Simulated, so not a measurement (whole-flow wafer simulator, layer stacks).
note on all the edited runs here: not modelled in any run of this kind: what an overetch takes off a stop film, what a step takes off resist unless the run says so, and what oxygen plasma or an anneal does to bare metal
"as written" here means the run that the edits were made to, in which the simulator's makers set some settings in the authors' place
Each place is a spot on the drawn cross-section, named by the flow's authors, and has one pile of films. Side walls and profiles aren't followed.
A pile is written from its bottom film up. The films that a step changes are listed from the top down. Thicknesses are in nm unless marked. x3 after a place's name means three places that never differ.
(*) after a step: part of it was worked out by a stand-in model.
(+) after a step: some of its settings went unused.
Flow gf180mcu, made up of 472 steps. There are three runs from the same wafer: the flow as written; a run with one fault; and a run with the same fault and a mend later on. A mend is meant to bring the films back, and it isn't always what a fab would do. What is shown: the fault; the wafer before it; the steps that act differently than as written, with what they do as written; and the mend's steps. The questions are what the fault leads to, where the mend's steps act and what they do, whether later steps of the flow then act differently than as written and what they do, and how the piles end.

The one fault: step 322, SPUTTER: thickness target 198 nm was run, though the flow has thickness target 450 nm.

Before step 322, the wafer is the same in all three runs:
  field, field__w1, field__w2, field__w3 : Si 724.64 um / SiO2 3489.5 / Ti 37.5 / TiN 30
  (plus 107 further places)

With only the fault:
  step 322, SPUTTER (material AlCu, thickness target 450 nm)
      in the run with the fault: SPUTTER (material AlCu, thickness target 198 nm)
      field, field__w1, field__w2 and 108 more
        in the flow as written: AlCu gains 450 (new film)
        in the run with the fault: AlCu gains 198 (new film)
  Steps later in the flow that act otherwise than as written:
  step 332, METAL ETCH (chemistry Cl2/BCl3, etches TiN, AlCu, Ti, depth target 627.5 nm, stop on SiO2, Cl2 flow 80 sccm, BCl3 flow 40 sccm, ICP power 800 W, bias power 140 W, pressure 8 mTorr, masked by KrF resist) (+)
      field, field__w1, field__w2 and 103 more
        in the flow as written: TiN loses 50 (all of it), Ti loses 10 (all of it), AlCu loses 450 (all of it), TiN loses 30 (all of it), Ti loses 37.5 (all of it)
        in the run with the fault: TiN loses 50 (all of it), Ti loses 10 (all of it), AlCu loses 198 (all of it), TiN loses 30 (all of it), Ti loses 37.5 (all of it)
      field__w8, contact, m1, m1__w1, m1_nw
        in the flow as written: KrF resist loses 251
        in the run with the fault: KrF resist loses 195.3
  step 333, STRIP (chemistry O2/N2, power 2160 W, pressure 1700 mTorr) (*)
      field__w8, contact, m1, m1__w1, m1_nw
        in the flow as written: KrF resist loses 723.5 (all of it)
        in the run with the fault: KrF resist loses 779.2 (all of it)
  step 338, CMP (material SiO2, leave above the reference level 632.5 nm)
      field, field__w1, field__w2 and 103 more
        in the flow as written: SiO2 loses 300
        in the run with the fault: SiO2 loses 552
  By the end, the piles at field, field__w1, field__w2 and 109 more depart from the flow's by more than 2% or 0.5 nm, whichever is larger.
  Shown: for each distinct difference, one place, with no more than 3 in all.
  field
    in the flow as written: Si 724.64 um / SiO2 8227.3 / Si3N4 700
    in the run with the fault: Si 724.64 um / SiO2 7975.3 / Si3N4 700
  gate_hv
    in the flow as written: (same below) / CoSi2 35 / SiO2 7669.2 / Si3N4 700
    in the run with the fault: (same below) / CoSi2 35 / SiO2 7417.2 / Si3N4 700
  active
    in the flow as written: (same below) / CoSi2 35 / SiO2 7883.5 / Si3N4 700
    in the run with the fault: (same below) / CoSi2 35 / SiO2 7631.5 / Si3N4 700

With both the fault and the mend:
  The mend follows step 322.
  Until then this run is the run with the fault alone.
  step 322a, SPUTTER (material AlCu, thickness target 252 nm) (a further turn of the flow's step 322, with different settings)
      field, field__w1, field__w2 and 108 more
        AlCu gains 252
  Every later step of the flow that is run acts as written at every place that is followed.
  By the end, the piles equal the flow's at every place that both follow.
